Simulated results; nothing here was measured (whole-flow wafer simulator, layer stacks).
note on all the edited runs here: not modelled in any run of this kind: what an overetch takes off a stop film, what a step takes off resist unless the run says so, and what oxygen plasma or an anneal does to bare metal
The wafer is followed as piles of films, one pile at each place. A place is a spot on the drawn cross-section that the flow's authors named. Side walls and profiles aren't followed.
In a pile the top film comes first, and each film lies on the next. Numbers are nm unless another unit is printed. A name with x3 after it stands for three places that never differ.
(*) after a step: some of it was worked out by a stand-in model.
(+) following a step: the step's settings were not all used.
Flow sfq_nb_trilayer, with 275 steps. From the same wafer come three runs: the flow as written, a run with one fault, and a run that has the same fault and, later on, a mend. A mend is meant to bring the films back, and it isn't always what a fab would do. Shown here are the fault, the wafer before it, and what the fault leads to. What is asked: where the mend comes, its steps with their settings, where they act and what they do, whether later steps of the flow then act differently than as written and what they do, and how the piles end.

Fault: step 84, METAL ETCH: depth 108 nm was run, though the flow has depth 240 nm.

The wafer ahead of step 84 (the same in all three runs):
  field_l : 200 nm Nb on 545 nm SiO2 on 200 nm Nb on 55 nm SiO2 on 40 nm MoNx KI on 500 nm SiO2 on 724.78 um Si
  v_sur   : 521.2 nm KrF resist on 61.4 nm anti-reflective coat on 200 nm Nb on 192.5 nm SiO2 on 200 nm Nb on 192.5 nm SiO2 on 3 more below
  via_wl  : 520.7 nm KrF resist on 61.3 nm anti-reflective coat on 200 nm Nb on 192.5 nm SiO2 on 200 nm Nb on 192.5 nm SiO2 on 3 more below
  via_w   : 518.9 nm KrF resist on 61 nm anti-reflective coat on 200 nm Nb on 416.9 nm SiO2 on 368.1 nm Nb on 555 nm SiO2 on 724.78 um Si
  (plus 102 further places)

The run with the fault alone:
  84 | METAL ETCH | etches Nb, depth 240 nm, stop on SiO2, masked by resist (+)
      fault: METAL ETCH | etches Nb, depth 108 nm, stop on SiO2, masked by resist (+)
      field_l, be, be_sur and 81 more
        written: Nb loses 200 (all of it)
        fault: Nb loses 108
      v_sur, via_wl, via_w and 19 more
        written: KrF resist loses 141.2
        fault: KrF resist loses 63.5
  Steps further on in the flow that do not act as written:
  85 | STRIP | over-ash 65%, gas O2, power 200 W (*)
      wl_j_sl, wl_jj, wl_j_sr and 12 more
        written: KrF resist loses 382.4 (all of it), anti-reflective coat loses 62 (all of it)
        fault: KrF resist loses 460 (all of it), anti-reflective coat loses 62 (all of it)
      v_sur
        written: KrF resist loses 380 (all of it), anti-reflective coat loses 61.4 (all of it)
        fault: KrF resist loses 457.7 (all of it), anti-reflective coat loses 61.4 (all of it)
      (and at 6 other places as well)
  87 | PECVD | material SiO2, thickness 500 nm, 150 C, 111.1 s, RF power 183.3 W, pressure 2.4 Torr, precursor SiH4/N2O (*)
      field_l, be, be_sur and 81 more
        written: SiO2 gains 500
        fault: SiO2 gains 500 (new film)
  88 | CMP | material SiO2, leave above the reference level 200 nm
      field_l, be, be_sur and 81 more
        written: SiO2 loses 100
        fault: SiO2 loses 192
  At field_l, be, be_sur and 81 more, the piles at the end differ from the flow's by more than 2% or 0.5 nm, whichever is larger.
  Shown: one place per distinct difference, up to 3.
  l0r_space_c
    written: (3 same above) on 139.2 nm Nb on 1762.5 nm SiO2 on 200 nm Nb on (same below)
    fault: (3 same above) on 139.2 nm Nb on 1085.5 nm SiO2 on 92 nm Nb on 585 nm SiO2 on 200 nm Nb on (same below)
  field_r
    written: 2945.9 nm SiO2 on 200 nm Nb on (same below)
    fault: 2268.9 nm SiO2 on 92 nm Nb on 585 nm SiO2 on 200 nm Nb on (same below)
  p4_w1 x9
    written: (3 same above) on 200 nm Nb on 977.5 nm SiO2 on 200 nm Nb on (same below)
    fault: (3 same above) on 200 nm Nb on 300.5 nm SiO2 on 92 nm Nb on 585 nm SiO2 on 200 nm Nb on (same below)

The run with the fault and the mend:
  The mend follows step 84.
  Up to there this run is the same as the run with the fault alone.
  84a | METAL ETCH | etches Nb, depth 132 nm, stop on SiO2, masked by resist (+) (the flow's step 84, run once more with other settings)
      field_l, be, be_sur and 81 more
        Nb loses 92 (all of it)
      v_sur, via_wl, via_w and 19 more
        KrF resist loses 77.6
  None of the later steps of the flow acts differently than as written at any place that is followed.
  At every place that both follow, the piles at the end match the flow's.
